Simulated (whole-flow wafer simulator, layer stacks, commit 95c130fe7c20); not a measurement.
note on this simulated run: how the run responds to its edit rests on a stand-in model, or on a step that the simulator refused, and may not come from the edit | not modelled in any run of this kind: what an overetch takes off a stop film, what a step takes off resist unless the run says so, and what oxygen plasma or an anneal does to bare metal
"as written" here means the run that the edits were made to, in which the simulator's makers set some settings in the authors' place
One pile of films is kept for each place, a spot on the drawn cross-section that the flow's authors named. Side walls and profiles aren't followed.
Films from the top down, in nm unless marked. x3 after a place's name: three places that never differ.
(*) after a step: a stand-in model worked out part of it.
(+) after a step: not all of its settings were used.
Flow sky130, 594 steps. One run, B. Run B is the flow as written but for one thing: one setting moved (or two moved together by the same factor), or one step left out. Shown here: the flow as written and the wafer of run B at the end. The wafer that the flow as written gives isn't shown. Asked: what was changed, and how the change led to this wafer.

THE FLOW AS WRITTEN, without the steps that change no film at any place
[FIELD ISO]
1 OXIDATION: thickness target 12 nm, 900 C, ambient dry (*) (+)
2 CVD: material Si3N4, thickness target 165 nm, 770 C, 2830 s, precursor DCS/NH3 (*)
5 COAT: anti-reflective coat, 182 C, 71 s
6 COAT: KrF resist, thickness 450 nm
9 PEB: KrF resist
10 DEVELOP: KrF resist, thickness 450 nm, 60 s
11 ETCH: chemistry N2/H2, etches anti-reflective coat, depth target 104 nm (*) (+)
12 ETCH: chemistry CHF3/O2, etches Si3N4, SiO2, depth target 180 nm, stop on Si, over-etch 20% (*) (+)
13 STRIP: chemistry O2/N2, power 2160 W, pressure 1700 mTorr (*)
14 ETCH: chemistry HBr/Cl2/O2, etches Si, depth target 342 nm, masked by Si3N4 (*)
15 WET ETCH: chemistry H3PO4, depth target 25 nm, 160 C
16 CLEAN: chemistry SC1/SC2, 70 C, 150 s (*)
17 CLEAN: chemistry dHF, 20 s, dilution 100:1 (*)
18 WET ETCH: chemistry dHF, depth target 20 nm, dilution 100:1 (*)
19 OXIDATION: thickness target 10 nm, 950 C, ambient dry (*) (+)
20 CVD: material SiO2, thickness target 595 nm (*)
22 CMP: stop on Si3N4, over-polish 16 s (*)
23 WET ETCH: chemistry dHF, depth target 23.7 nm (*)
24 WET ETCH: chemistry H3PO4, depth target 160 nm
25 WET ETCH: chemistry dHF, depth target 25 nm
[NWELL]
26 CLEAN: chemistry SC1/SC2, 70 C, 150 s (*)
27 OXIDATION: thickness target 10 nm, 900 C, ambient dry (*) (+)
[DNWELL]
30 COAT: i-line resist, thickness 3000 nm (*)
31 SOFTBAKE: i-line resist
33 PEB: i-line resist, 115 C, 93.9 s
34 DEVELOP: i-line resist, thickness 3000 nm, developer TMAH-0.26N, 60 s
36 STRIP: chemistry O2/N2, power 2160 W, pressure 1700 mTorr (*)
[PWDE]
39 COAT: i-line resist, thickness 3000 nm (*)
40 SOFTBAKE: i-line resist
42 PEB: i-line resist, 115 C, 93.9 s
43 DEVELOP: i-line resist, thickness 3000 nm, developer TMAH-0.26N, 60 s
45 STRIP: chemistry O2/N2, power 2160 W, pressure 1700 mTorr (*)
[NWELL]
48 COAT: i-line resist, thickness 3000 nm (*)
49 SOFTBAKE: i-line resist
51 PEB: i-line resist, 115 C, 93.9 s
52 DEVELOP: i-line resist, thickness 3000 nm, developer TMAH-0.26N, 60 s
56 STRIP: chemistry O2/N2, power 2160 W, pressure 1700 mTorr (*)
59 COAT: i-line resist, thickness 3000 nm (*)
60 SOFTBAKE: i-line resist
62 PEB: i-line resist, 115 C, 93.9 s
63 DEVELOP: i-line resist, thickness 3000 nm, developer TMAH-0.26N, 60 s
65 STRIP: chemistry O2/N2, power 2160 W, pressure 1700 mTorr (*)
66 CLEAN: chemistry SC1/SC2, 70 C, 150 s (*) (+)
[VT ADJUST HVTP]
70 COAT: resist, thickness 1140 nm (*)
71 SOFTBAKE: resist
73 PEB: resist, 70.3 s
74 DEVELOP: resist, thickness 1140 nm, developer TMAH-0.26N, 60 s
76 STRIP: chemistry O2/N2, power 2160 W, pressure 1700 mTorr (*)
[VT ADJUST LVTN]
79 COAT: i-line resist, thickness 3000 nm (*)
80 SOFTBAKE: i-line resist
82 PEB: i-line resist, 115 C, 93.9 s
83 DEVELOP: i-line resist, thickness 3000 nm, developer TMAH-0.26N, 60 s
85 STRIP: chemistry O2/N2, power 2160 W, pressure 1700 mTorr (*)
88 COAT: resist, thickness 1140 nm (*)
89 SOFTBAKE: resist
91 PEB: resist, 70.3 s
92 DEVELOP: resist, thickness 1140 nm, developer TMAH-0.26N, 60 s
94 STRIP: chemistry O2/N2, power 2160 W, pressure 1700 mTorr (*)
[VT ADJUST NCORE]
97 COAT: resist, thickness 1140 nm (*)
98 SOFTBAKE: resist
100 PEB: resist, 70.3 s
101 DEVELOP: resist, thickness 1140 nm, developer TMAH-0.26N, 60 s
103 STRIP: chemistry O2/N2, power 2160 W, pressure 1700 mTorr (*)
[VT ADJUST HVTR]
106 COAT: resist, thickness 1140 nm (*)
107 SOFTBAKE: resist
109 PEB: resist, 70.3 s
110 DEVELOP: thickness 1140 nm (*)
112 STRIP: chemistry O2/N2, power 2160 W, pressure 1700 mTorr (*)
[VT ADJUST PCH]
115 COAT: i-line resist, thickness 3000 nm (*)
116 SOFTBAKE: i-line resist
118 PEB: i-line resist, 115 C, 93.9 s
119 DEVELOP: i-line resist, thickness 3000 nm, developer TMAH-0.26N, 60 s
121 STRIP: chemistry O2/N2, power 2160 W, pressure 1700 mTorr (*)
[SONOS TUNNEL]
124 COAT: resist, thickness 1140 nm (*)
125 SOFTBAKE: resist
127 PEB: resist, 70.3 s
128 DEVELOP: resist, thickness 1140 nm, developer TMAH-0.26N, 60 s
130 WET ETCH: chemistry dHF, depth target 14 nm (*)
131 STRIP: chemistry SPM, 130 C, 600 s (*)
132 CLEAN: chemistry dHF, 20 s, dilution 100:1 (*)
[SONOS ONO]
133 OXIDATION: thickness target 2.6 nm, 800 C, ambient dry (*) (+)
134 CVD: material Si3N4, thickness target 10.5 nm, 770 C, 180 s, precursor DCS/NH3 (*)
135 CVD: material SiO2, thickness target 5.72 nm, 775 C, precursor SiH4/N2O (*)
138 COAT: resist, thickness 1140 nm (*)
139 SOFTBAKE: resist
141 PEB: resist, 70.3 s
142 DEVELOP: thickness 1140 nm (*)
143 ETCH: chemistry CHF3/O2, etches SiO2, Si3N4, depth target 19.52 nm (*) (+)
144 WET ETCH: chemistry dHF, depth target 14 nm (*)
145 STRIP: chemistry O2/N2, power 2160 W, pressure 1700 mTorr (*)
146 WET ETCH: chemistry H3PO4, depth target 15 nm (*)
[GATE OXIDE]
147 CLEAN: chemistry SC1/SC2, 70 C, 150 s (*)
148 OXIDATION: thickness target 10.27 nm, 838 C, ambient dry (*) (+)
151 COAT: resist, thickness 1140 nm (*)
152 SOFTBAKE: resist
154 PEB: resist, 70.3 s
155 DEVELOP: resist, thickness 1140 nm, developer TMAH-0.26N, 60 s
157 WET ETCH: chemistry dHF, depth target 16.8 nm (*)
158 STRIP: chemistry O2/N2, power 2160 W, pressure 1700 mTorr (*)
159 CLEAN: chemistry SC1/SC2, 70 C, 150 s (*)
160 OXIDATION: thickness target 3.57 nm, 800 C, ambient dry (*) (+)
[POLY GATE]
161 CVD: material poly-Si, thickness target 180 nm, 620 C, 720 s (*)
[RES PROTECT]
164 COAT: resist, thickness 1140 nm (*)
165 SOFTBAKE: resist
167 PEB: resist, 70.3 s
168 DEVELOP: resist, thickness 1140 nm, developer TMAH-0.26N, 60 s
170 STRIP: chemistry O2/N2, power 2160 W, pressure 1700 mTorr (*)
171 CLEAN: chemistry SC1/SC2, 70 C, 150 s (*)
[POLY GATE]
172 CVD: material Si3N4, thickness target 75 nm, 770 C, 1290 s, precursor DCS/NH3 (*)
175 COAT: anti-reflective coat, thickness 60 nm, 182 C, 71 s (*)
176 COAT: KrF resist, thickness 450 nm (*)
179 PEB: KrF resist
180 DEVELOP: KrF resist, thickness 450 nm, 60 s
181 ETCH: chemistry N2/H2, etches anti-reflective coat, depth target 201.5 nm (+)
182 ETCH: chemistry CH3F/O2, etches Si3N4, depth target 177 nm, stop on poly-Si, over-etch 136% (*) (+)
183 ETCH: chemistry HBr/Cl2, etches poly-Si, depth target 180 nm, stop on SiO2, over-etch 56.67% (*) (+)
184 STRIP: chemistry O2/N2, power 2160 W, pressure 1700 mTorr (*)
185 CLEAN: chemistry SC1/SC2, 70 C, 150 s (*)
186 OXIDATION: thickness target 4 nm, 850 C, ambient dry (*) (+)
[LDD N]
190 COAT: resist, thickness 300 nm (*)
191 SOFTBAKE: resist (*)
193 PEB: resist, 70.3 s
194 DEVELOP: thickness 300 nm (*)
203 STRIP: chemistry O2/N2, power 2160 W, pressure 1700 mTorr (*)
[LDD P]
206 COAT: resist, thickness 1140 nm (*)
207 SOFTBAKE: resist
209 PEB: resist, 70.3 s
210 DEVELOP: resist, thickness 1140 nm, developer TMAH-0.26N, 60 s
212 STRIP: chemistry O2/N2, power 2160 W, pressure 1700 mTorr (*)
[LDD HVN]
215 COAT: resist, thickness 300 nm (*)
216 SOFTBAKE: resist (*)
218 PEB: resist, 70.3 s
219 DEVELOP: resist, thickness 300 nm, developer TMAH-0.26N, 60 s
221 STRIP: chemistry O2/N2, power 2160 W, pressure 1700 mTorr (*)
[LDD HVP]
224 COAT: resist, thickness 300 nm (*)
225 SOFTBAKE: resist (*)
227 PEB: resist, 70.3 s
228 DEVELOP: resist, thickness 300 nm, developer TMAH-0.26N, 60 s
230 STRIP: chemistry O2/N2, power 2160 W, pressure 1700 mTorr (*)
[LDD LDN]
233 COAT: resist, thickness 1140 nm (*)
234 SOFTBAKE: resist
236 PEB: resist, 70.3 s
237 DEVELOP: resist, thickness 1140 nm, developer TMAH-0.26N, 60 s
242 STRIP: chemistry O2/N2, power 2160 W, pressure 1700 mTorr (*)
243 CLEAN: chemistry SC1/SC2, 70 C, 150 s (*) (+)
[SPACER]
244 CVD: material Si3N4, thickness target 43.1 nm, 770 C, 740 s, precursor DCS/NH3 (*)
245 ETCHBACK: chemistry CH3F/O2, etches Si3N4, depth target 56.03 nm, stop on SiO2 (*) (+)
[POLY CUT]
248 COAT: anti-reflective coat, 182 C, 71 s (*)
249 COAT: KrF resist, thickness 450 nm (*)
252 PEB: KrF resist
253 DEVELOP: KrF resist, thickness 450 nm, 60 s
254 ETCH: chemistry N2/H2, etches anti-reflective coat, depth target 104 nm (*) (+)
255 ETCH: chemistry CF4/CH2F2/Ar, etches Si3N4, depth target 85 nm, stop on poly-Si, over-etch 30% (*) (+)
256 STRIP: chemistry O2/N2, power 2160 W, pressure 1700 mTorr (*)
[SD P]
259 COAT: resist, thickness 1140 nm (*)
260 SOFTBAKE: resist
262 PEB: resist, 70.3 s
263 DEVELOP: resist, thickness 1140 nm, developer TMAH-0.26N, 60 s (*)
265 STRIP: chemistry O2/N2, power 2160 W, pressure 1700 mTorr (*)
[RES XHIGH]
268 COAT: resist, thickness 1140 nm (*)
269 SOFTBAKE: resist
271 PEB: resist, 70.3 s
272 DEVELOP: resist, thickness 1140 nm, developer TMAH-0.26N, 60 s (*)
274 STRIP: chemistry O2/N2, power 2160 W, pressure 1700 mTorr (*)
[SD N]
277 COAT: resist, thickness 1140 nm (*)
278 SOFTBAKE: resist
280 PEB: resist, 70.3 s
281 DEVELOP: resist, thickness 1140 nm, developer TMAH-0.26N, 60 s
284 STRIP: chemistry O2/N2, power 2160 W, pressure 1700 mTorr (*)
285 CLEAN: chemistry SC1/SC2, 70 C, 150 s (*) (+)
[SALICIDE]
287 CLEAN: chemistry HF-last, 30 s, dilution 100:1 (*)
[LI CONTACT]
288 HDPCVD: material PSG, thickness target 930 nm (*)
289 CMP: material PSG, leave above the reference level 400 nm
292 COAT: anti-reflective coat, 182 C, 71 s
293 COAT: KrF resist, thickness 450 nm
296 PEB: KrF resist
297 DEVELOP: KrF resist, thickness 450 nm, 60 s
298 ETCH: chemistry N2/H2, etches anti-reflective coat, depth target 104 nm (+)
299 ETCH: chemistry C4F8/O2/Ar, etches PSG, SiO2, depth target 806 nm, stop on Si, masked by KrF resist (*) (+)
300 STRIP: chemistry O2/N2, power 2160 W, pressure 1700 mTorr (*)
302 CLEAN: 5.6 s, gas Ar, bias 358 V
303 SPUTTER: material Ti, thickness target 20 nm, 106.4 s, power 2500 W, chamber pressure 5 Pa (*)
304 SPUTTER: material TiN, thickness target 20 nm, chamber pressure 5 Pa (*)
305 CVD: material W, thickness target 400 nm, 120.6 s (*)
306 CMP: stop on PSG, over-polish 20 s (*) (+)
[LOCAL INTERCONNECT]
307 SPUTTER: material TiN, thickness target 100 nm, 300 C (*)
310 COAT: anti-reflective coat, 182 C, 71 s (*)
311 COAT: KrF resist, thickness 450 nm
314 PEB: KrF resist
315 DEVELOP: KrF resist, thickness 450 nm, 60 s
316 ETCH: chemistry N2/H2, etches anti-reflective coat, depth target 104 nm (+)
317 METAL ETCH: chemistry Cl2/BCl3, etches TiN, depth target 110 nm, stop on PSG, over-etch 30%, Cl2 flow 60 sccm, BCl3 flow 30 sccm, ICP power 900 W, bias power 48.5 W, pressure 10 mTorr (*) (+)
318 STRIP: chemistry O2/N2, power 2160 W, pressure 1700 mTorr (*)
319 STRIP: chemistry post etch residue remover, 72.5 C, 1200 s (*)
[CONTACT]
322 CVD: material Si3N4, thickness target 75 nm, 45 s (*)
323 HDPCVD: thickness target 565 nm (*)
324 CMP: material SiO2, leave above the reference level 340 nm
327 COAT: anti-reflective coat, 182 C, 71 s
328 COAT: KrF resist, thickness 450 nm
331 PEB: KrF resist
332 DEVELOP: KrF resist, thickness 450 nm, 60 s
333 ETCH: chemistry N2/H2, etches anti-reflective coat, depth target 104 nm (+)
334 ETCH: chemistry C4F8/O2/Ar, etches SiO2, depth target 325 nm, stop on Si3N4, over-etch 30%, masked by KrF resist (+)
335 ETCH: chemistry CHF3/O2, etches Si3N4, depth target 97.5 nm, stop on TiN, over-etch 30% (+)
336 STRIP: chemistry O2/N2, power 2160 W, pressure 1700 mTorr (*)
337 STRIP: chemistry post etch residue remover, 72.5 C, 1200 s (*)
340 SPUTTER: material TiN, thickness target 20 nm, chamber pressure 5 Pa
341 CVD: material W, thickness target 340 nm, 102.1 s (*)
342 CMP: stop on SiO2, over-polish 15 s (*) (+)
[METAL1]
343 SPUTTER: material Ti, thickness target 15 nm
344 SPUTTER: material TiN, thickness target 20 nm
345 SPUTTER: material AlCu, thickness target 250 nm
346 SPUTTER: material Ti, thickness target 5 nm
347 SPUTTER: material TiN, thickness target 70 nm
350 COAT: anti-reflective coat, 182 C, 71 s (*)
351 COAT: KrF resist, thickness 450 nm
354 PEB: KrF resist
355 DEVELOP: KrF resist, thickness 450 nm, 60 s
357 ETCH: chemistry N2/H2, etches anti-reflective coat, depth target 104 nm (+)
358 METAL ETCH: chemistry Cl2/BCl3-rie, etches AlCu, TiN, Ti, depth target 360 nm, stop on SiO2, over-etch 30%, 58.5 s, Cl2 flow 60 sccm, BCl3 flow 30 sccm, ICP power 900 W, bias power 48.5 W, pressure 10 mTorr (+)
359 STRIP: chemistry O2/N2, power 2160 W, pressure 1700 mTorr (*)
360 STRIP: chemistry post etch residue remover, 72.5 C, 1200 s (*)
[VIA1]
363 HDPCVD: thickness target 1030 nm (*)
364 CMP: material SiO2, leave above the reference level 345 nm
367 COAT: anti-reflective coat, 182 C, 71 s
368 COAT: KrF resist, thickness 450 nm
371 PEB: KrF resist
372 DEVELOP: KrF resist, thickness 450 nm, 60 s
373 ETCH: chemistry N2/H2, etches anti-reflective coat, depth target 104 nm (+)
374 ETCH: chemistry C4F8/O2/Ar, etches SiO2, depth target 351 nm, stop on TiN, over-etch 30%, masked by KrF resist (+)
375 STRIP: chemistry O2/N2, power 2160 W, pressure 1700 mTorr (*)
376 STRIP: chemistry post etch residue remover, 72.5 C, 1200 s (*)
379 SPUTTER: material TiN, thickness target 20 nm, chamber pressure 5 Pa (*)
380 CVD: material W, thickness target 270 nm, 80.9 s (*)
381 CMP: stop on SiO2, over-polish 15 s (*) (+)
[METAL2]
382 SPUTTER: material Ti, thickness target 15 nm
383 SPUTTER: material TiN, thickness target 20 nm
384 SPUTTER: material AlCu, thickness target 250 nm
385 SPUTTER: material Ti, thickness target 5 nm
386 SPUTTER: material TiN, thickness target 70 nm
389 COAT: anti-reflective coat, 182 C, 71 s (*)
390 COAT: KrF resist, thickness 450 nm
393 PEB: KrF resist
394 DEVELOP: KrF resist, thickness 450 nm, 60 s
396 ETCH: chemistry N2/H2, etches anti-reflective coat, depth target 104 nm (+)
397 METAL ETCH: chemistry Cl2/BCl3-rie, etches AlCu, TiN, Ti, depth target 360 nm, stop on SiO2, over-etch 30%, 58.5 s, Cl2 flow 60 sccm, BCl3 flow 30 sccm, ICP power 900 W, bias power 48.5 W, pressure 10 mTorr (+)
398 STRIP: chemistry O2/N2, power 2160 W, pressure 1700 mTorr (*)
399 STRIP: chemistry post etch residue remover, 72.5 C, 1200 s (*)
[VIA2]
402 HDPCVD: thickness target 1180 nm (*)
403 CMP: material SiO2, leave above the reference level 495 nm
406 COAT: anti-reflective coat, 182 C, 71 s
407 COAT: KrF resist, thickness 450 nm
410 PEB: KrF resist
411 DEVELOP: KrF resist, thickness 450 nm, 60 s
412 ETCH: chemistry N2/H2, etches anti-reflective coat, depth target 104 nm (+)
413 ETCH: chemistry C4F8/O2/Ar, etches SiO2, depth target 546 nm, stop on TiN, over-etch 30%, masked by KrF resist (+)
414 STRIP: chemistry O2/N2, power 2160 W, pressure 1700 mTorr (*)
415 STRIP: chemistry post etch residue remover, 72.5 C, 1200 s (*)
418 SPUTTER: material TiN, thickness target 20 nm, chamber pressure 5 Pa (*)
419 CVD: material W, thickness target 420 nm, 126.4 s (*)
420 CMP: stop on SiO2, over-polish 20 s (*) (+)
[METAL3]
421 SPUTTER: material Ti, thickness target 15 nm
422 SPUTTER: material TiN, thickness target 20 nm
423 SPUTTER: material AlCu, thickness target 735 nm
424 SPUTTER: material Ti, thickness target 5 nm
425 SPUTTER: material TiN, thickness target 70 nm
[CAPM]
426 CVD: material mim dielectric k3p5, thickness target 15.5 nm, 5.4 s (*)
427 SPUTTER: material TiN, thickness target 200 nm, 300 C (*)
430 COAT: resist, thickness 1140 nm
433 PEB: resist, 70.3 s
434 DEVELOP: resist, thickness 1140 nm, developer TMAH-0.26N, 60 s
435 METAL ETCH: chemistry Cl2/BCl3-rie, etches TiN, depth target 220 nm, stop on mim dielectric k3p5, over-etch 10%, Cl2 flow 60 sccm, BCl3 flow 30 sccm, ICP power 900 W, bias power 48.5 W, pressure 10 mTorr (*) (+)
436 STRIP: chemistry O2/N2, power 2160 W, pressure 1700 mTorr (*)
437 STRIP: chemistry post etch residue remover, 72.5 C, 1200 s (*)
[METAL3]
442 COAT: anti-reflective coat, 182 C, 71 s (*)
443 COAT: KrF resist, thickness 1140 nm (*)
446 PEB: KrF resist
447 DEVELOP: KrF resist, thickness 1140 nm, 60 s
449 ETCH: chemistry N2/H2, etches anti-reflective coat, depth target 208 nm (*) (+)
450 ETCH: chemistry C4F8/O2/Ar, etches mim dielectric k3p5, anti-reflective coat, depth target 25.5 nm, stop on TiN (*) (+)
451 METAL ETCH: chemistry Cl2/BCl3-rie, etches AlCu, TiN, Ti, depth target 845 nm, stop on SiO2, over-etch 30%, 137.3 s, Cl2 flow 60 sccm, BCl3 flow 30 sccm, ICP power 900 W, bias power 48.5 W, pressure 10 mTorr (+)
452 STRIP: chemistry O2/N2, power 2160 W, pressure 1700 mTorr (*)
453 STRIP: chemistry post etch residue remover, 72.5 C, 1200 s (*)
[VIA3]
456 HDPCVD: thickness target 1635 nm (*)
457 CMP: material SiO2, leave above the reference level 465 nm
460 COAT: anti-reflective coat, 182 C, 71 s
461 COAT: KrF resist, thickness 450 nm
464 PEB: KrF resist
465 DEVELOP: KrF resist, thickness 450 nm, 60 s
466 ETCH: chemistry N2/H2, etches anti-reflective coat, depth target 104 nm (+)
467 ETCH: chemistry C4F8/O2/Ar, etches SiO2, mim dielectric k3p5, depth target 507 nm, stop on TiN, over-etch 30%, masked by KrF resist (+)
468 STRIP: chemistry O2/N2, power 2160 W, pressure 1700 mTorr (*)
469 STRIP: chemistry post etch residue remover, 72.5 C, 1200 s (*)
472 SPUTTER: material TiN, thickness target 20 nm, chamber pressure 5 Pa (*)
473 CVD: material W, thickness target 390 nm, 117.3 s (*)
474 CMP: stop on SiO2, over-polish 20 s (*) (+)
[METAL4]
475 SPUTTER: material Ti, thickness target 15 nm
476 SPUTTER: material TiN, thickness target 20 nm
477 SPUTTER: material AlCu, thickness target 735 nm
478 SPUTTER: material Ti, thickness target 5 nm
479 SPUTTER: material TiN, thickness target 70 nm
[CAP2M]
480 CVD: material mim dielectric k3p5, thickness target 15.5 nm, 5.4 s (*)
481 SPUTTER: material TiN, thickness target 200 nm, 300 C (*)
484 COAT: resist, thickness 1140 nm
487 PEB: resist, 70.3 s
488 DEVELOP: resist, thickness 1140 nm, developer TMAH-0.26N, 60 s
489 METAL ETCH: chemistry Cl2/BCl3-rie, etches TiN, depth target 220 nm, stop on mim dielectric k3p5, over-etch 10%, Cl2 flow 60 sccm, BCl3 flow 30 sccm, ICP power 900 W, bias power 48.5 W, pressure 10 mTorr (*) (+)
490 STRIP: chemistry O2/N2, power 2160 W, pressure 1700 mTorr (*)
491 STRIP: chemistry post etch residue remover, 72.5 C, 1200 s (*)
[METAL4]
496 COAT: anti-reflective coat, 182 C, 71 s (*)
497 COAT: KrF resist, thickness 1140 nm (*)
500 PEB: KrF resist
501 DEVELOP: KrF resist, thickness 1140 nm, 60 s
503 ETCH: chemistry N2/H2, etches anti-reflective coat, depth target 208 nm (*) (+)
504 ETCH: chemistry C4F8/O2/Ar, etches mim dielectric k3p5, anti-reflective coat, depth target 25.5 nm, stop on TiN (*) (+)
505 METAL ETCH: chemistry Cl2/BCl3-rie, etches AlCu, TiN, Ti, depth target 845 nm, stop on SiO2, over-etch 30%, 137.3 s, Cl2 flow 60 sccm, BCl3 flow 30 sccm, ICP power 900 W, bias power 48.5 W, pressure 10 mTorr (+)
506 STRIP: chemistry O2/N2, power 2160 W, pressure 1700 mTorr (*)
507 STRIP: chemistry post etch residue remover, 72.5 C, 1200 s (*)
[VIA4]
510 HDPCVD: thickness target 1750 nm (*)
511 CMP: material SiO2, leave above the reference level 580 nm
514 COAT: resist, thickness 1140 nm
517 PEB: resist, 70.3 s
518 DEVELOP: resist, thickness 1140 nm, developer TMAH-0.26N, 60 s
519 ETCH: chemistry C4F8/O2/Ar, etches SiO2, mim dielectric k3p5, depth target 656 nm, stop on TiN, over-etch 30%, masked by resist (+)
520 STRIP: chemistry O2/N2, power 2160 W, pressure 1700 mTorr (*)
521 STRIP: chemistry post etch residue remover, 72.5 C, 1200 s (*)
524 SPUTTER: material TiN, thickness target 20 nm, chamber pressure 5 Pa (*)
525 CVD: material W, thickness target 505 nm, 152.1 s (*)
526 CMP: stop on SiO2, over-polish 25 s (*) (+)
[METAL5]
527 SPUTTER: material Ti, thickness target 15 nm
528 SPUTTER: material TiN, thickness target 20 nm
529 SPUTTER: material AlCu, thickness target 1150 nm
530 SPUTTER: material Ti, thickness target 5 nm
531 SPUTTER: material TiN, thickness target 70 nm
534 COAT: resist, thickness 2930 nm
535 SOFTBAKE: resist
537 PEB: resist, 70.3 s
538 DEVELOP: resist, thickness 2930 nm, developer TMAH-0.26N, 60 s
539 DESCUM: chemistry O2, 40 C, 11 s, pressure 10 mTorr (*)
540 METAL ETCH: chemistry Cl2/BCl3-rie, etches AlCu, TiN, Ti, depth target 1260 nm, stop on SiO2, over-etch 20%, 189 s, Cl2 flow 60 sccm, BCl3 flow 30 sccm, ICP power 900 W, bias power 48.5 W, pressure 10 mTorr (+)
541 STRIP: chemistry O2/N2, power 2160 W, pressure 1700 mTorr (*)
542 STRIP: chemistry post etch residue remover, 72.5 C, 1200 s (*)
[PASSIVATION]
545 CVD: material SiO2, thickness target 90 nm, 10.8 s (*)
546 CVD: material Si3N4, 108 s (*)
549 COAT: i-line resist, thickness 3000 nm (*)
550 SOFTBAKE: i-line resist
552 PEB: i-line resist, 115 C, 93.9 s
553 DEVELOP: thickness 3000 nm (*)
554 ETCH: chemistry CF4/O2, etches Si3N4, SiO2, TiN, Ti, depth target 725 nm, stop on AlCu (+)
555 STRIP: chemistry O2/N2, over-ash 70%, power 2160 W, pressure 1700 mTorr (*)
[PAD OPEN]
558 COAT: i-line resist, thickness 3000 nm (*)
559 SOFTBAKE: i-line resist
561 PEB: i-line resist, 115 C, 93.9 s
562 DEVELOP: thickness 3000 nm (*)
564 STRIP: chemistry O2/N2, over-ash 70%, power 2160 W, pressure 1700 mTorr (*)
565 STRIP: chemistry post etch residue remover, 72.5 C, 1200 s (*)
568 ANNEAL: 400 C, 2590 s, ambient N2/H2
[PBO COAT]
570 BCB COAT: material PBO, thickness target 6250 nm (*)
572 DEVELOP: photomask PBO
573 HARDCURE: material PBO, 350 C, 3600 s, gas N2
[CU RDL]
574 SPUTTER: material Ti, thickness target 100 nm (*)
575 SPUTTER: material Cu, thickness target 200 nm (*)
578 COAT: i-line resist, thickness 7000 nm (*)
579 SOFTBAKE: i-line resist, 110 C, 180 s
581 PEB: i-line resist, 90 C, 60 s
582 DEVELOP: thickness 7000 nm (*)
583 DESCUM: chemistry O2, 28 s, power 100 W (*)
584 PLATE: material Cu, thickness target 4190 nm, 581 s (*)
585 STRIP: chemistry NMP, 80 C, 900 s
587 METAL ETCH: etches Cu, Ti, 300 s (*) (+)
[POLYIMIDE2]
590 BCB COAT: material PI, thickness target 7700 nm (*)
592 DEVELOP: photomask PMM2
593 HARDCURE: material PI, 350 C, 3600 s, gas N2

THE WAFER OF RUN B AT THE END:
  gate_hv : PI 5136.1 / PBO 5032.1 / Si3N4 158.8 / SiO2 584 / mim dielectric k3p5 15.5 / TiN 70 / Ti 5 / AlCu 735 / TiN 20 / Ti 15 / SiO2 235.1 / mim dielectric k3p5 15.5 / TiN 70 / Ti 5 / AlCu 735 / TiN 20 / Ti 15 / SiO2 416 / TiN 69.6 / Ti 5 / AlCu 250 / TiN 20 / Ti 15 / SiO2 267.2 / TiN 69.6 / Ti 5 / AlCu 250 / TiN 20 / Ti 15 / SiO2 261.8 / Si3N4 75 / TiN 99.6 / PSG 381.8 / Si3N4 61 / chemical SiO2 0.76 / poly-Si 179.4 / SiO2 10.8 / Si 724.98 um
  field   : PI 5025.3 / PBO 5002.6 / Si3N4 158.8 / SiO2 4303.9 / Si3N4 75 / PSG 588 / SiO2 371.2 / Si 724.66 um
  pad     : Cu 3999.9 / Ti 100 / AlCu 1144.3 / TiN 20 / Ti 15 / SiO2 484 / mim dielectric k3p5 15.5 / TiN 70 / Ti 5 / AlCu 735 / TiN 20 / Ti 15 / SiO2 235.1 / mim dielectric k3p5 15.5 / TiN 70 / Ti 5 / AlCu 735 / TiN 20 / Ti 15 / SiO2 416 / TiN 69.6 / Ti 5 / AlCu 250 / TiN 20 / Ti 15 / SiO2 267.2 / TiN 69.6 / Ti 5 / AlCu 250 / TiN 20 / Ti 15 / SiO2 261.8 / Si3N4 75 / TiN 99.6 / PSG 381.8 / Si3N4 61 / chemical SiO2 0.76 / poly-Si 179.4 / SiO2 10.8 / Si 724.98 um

The cause: step 457, CMP: leave above the reference level 330 nm was run, where the flow has leave above the reference level 465 nm.

How the change led to this, step by step:
  457 CMP: material SiO2, leave above the reference level 465 nm
      n_well, p_well, gate_hv and 99 more: SiO2 -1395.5 (as written it would be: SiO2 -1260.5)
      field, active, gate and 82 more: SiO2 -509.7 (as written it would be: SiO2 -374.7)
      (and at 5 more places)
  467 ETCH: chemistry C4F8/O2/Ar, etches SiO2, mim dielectric k3p5, depth target 507 nm, stop on TiN, over-etch 30%, masked by KrF resist (+)
      field, active, n_well and 187 more: KrF resist -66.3 (as written it would be: KrF resist -101.4)
      m1: SiO2 -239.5 (all of it), mim dielectric k3p5 -15.5 (all of it) (as written it would be: SiO2 -374.5 (all of it), mim dielectric k3p5 -15.5 (all of it))
      (and at 1 more place)
  468 STRIP: chemistry O2/N2, power 2160 W, pressure 1700 mTorr (*)
      field, active, n_well and 187 more: KrF resist -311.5 (all of it), anti-reflective coat -80 (all of it) (as written it would be: KrF resist -276.4 (all of it), anti-reflective coat -80 (all of it))
  472 SPUTTER: material TiN, thickness target 20 nm, chamber pressure 5 Pa (*)
      m1, via3_hole: TiN +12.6 (as written it would be: TiN +10.6)
  473 CVD: material W, thickness target 390 nm, 117.3 s (*)
      m1: W +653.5 (new film) (as written it would be: W +790.5 (new film))
      via3_hole: W +652.9 (new film) (as written it would be: W +789.9 (new film))
